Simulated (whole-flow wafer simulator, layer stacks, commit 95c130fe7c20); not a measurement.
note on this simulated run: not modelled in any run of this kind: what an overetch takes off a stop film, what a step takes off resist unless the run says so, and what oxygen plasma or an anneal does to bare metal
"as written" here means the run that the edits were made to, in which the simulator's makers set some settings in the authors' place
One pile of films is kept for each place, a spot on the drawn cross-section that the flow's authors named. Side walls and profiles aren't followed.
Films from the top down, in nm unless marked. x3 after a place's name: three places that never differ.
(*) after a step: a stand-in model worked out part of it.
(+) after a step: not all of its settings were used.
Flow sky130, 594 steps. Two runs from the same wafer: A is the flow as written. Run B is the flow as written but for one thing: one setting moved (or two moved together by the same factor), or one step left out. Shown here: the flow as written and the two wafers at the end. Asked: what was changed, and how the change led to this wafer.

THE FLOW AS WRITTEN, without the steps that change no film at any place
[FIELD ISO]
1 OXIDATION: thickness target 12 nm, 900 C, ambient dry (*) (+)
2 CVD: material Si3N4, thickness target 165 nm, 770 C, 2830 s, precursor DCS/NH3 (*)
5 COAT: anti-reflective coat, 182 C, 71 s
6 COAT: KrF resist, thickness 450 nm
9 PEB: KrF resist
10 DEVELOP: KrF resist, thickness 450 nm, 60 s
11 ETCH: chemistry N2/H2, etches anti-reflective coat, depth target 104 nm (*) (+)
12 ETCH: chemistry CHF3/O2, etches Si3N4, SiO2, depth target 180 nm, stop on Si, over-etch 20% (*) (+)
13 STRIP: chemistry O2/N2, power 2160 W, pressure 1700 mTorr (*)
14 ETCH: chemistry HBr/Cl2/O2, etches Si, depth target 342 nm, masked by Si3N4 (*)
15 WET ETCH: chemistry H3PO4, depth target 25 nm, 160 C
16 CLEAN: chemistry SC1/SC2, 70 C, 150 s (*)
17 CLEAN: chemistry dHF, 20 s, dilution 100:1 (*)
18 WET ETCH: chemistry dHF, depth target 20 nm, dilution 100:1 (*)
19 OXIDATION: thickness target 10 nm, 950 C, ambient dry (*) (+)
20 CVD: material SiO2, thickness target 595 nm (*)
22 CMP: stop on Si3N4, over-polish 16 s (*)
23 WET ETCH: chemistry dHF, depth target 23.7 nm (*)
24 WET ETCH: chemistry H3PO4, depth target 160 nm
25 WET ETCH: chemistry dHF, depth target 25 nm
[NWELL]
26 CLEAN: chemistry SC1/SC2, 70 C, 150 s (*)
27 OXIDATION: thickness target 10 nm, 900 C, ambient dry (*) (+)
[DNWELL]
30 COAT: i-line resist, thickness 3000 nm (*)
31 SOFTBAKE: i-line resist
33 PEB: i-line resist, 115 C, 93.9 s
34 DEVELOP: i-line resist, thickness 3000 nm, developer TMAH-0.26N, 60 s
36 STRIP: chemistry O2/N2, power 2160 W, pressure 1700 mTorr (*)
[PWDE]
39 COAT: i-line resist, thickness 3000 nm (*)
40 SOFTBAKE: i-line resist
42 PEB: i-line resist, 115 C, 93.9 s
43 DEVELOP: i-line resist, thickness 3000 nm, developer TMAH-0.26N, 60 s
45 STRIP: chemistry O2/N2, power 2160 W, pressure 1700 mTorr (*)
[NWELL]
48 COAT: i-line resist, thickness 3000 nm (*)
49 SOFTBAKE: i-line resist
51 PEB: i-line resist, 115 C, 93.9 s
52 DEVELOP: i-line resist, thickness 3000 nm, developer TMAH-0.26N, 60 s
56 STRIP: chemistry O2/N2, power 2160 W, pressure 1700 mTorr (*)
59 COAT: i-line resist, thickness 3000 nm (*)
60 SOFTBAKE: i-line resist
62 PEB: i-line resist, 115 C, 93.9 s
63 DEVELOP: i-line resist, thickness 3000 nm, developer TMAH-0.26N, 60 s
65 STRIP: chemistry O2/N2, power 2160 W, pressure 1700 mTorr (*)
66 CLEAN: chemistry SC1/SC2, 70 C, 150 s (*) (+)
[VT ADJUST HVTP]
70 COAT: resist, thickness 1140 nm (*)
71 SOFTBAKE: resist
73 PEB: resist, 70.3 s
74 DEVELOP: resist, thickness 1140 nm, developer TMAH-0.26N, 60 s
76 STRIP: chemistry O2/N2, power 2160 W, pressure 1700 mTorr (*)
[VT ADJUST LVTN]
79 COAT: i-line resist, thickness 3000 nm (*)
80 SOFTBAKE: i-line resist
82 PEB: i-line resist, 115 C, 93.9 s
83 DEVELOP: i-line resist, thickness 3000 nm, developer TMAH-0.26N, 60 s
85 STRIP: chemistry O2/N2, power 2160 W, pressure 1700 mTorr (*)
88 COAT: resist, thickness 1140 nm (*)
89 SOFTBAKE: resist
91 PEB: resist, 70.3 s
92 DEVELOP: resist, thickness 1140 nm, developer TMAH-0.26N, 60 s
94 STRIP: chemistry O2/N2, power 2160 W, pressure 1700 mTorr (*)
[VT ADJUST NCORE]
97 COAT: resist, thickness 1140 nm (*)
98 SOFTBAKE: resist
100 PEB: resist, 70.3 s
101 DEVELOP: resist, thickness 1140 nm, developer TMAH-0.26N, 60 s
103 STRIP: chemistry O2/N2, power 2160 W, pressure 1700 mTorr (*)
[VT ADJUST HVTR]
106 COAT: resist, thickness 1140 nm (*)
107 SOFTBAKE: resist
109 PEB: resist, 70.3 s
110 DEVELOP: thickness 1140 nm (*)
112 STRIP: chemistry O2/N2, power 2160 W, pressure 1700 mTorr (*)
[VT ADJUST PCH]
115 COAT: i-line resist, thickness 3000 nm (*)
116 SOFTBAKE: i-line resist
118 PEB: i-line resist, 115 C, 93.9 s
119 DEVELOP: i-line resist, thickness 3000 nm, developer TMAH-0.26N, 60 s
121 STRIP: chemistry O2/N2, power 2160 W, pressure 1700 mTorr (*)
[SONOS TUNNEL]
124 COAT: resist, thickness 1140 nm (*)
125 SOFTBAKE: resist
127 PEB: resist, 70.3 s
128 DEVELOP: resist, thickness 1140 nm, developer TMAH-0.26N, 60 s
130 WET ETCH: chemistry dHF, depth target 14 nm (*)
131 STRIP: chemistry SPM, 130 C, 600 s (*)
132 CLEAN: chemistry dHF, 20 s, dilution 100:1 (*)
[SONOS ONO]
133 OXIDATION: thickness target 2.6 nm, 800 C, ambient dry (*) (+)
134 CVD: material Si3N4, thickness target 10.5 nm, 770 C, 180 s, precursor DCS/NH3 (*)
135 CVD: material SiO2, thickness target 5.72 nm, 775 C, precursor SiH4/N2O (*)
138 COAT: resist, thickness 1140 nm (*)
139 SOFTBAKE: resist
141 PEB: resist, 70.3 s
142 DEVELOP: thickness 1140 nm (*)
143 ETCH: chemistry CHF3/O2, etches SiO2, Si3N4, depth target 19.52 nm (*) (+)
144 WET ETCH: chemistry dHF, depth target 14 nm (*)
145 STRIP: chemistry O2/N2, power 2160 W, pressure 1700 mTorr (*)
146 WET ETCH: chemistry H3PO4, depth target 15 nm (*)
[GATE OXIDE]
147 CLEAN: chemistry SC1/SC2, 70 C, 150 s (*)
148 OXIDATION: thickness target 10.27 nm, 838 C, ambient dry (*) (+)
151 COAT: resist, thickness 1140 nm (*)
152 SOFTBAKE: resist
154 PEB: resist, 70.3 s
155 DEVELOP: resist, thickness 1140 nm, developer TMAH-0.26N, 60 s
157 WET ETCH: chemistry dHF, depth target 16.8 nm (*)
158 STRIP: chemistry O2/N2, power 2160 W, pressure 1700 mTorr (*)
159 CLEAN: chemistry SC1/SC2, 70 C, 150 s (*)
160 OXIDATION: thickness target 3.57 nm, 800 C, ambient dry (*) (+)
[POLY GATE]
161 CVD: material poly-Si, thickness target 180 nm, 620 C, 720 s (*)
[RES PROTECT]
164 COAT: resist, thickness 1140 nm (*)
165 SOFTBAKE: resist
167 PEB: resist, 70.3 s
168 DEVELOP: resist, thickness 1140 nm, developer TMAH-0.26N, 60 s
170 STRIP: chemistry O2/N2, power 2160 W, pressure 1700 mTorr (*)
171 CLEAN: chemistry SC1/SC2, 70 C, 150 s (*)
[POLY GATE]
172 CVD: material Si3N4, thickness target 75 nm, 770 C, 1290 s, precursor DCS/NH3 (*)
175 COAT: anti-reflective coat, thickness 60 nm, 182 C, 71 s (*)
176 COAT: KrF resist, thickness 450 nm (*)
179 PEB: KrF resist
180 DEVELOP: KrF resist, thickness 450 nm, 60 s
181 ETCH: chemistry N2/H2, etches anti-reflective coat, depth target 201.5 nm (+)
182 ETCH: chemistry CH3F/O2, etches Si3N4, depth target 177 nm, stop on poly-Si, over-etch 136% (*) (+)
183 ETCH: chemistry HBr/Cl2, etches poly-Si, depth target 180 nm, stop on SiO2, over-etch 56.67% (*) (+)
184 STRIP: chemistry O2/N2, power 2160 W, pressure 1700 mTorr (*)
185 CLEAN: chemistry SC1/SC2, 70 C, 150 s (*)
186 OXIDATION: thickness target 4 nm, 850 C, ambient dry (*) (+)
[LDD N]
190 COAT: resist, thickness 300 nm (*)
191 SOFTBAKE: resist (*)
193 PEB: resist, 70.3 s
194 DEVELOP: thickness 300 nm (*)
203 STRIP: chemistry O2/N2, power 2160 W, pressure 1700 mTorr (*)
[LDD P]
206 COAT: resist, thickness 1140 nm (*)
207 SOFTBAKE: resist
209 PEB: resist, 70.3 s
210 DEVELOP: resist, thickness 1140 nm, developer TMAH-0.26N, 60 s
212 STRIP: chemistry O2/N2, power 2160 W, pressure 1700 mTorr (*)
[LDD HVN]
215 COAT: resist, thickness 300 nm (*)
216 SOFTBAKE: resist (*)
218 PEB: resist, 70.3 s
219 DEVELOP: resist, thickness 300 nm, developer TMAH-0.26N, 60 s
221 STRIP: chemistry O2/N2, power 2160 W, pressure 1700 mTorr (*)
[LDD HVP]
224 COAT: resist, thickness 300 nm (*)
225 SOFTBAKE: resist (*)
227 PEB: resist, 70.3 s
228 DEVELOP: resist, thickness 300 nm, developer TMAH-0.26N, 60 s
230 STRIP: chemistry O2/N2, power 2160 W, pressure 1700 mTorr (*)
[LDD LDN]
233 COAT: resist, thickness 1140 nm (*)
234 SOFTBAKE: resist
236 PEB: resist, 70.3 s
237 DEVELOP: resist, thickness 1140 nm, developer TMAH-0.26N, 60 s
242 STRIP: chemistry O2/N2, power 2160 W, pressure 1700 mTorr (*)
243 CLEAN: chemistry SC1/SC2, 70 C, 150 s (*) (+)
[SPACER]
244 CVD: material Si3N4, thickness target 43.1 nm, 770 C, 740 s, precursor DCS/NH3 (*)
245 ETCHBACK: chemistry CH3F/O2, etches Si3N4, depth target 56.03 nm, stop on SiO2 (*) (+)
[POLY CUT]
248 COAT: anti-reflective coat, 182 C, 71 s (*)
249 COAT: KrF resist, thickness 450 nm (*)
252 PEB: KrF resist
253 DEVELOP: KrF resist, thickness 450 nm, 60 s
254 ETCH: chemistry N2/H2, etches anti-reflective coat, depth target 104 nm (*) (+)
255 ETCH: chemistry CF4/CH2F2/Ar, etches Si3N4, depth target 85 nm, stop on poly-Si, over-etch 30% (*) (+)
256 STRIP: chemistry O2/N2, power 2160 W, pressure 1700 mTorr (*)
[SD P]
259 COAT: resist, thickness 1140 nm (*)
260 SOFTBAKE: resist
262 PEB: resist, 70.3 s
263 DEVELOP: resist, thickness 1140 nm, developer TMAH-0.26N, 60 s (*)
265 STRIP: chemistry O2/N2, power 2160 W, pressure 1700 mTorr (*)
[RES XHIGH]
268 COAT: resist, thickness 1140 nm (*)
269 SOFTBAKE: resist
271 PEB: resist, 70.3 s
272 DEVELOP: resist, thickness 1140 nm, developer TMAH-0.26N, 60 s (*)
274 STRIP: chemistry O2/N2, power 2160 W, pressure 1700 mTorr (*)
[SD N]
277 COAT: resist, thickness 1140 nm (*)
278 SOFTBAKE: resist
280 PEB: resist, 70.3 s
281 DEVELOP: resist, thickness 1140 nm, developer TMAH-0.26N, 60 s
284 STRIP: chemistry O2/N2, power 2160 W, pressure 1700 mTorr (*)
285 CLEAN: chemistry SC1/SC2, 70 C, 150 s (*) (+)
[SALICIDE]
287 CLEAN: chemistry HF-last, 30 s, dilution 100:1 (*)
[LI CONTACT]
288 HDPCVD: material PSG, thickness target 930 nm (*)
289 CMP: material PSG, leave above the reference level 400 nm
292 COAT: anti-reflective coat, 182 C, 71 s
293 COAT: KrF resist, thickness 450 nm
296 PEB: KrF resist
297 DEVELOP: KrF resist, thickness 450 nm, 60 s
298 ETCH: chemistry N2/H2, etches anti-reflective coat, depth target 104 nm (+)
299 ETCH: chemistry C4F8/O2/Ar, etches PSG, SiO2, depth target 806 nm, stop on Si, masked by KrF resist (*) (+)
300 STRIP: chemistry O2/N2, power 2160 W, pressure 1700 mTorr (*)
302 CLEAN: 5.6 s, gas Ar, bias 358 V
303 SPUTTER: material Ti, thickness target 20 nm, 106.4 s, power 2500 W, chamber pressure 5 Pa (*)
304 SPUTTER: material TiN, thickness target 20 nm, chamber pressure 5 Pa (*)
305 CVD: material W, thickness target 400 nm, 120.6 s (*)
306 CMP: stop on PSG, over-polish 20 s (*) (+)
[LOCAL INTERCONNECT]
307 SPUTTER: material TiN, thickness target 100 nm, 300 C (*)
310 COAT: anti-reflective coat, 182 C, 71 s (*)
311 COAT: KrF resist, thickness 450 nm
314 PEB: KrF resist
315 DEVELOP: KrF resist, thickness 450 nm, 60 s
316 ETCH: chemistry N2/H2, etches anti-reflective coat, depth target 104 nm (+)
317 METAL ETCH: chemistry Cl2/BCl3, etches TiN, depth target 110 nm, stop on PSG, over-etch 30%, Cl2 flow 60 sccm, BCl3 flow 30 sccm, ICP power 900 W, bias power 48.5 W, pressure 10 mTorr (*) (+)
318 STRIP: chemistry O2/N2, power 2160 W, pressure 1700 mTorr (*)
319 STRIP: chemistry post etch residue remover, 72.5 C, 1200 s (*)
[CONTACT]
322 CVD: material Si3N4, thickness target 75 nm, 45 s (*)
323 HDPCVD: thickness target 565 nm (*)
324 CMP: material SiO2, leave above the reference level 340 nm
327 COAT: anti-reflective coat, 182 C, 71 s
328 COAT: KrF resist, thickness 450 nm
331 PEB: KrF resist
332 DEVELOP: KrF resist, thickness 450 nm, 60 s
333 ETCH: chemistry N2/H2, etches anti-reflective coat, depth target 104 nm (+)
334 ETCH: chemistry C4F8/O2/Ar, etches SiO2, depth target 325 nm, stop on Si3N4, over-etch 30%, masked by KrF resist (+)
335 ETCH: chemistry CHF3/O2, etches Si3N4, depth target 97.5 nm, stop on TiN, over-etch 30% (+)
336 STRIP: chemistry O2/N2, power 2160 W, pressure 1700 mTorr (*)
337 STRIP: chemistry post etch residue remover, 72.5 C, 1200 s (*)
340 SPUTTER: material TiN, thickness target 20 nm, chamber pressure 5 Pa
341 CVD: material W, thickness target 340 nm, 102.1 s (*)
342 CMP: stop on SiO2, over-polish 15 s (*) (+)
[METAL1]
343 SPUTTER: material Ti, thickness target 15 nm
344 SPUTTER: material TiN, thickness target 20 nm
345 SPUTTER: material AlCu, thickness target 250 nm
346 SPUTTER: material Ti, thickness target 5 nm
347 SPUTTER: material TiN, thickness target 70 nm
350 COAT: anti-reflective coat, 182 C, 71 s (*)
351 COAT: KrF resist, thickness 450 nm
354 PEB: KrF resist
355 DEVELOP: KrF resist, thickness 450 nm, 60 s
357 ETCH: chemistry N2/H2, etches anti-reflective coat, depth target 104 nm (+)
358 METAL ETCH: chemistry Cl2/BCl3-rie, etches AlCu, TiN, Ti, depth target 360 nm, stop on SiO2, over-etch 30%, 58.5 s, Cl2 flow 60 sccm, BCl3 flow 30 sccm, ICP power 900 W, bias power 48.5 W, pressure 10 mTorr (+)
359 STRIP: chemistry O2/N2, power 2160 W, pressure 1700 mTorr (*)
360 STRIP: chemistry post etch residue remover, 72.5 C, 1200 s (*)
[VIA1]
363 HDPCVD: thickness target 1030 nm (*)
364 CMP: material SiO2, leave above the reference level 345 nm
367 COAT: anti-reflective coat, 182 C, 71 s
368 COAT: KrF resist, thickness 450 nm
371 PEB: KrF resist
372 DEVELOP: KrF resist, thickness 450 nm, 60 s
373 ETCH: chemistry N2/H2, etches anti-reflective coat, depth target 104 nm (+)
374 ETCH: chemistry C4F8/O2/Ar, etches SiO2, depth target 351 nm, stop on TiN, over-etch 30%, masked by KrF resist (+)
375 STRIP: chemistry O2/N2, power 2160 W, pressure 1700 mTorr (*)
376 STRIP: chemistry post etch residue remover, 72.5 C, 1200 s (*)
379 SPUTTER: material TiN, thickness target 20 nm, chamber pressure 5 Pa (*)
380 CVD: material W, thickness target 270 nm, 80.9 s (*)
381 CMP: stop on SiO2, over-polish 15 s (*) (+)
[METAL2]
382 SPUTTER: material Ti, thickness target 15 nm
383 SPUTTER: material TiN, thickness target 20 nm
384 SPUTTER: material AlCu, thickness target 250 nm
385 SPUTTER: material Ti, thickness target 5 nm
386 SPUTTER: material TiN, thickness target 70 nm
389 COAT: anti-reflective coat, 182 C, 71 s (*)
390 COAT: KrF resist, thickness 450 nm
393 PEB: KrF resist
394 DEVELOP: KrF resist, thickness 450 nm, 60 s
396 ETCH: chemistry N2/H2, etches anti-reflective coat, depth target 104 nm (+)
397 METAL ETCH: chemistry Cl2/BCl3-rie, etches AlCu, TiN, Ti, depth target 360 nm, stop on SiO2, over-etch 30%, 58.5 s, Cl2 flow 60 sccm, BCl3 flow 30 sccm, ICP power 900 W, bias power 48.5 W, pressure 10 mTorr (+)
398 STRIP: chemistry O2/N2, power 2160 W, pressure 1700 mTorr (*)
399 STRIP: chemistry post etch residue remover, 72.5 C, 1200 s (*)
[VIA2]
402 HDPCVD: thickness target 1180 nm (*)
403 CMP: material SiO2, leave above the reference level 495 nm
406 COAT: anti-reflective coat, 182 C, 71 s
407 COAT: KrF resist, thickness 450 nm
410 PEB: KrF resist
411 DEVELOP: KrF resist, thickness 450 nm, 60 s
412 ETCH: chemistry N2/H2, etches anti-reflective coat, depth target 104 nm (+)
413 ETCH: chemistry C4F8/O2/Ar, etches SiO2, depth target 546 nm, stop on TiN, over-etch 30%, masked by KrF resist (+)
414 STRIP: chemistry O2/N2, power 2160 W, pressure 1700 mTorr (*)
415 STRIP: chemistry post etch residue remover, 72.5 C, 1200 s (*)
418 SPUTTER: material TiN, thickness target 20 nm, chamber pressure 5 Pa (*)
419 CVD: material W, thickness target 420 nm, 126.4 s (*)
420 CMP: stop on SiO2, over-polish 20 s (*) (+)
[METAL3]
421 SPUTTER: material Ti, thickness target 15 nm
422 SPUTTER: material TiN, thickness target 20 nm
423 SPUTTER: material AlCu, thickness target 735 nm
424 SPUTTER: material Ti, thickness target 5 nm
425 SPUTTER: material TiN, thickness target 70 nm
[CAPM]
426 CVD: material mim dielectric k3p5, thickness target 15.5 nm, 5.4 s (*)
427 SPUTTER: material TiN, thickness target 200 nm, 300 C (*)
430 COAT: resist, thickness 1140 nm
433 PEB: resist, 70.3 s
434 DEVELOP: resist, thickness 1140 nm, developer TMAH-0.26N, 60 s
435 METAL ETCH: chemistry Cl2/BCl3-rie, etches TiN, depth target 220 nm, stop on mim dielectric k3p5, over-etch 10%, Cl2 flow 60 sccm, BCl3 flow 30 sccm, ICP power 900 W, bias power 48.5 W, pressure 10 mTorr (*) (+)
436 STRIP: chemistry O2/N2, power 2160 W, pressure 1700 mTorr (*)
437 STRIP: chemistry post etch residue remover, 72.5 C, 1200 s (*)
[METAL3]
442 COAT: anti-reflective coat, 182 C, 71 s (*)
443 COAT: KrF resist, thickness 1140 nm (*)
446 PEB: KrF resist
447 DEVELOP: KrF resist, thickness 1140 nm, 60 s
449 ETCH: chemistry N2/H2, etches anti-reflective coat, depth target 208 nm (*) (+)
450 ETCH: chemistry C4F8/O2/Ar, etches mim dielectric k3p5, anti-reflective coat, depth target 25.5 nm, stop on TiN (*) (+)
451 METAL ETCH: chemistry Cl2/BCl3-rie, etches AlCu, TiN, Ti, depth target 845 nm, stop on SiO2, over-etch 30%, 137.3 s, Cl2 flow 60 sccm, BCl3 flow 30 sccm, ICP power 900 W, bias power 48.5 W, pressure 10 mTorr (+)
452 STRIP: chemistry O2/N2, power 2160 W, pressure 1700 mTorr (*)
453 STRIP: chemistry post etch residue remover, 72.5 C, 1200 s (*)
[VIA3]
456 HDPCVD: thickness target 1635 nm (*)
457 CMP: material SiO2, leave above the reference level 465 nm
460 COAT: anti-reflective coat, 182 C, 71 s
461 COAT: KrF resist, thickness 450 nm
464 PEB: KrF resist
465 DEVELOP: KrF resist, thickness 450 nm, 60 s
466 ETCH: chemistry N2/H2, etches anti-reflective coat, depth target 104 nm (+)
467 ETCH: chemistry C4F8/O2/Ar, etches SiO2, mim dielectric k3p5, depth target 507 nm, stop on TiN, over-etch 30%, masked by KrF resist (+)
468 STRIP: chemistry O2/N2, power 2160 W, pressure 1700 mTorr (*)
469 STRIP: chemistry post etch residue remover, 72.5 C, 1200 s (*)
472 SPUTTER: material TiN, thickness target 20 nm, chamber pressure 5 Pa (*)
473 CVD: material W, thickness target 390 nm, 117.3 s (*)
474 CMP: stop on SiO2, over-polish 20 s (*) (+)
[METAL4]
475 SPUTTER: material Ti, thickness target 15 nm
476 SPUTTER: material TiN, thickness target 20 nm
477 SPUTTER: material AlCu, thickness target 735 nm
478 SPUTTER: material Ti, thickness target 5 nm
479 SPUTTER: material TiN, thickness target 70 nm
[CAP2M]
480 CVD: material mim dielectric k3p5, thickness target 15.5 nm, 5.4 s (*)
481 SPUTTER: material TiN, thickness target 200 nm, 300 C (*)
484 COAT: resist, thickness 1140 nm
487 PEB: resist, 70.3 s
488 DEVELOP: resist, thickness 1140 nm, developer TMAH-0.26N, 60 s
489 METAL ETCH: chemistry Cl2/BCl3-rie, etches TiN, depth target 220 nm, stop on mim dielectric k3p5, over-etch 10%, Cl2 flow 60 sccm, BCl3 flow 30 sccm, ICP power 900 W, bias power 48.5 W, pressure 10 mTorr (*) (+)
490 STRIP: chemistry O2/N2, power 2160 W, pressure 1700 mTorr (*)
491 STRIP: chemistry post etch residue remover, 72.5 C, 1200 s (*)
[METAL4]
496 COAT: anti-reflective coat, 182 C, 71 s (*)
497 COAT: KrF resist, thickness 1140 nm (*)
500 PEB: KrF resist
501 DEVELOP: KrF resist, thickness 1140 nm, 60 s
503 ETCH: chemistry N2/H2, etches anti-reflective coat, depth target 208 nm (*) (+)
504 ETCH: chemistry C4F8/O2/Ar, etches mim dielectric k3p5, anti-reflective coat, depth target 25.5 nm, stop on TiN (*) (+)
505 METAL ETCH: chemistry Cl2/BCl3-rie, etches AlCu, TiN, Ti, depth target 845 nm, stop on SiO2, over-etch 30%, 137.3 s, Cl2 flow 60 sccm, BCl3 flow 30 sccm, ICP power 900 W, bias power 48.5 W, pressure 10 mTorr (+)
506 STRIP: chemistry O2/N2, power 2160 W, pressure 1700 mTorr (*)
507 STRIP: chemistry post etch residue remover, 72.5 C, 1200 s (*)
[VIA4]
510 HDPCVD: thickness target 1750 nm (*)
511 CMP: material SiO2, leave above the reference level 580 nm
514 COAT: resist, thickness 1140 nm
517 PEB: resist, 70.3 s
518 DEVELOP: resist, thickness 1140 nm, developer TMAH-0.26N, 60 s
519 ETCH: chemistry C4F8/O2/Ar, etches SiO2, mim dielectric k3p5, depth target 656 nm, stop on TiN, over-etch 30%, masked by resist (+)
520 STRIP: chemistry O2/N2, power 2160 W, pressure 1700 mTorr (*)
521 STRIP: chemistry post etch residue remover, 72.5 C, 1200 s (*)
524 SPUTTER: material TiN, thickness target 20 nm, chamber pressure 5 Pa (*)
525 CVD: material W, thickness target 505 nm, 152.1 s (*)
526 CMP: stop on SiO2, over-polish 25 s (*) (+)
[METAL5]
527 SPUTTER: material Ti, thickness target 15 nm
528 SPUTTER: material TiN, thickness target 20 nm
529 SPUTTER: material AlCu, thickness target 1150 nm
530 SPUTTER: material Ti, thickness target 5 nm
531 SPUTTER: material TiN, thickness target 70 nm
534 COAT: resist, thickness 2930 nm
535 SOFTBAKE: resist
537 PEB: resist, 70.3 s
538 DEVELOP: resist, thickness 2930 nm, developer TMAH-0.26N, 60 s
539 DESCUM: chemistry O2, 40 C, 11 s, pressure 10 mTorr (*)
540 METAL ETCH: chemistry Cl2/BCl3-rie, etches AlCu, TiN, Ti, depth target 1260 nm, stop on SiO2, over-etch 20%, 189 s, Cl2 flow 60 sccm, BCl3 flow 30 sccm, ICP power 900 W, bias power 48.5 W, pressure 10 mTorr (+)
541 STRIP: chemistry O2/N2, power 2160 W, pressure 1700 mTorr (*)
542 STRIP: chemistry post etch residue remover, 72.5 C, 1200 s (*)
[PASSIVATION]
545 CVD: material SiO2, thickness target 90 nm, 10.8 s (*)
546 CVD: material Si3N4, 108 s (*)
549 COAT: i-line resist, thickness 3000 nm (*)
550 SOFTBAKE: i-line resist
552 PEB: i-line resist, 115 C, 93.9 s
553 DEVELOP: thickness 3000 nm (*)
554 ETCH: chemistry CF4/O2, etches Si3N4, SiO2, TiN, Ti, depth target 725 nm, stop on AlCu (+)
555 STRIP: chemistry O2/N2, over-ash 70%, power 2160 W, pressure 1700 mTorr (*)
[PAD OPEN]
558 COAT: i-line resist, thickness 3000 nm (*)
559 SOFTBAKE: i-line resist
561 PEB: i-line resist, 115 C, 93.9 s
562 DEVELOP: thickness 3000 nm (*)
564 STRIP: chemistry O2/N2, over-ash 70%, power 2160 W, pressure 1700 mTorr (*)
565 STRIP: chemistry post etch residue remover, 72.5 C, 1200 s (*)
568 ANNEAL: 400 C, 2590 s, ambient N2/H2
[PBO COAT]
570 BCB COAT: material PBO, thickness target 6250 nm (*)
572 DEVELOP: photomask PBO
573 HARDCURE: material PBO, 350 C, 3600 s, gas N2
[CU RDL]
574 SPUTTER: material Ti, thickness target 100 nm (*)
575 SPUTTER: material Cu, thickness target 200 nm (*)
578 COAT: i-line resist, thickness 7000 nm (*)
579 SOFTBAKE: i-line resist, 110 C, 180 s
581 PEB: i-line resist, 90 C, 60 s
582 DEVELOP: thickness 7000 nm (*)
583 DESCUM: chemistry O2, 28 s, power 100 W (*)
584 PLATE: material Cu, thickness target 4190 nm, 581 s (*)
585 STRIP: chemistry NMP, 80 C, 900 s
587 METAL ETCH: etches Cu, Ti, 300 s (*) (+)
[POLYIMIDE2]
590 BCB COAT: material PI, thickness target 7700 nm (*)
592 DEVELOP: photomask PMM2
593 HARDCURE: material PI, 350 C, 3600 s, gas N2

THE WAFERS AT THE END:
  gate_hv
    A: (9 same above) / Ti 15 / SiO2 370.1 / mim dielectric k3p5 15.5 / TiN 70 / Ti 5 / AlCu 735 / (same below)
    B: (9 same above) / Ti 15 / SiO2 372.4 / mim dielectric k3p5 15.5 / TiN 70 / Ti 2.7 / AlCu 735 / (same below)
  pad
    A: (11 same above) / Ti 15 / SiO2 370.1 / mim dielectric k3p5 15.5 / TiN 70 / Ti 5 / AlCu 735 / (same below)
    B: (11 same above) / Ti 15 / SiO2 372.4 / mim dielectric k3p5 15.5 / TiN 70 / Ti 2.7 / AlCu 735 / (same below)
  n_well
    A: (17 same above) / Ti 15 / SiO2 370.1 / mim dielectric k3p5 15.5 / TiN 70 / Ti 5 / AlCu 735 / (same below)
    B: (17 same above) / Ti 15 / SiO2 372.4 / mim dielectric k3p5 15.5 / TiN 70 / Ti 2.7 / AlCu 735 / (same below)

The cause: step 424, SPUTTER: thickness target 2.7 nm was run, where the flow has thickness target 5 nm.
It can be read off the wafer: gate_hv has Ti 2.7, and step 424 as written asks for 5 nm.

How the change led to this, step by step:
  424 SPUTTER: material Ti, thickness target 5 nm
      field, active, n_well and 188 more: A Ti +5 (new film) | B Ti +2.7 (new film)
  451 METAL ETCH: chemistry Cl2/BCl3-rie, etches AlCu, TiN, Ti, depth target 845 nm, stop on SiO2, over-etch 30%, 137.3 s, Cl2 flow 60 sccm, BCl3 flow 30 sccm, ICP power 900 W, bias power 48.5 W, pressure 10 mTorr (+)
      field, gate, spacer and 68 more: A TiN -70 (all of it), Ti -5 (all of it), AlCu -735 (all of it), TiN -20 (all of it), Ti -15 (all of it), SiO2 -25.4 | B TiN -70 (all of it), Ti -2.7 (all of it), AlCu -735 (all of it), TiN -20 (all of it), Ti -15 (all of it), SiO2 -25.6
      active, vpp_ln, vpp_iso2 and 11 more: A TiN -70 (all of it), Ti -5 (all of it), AlCu -735 (all of it), TiN -20 (all of it), Ti -15 (all of it), SiO2 -25.3 | B TiN -70 (all of it), Ti -2.7 (all of it), AlCu -735 (all of it), TiN -20 (all of it), Ti -15 (all of it), SiO2 -25.6
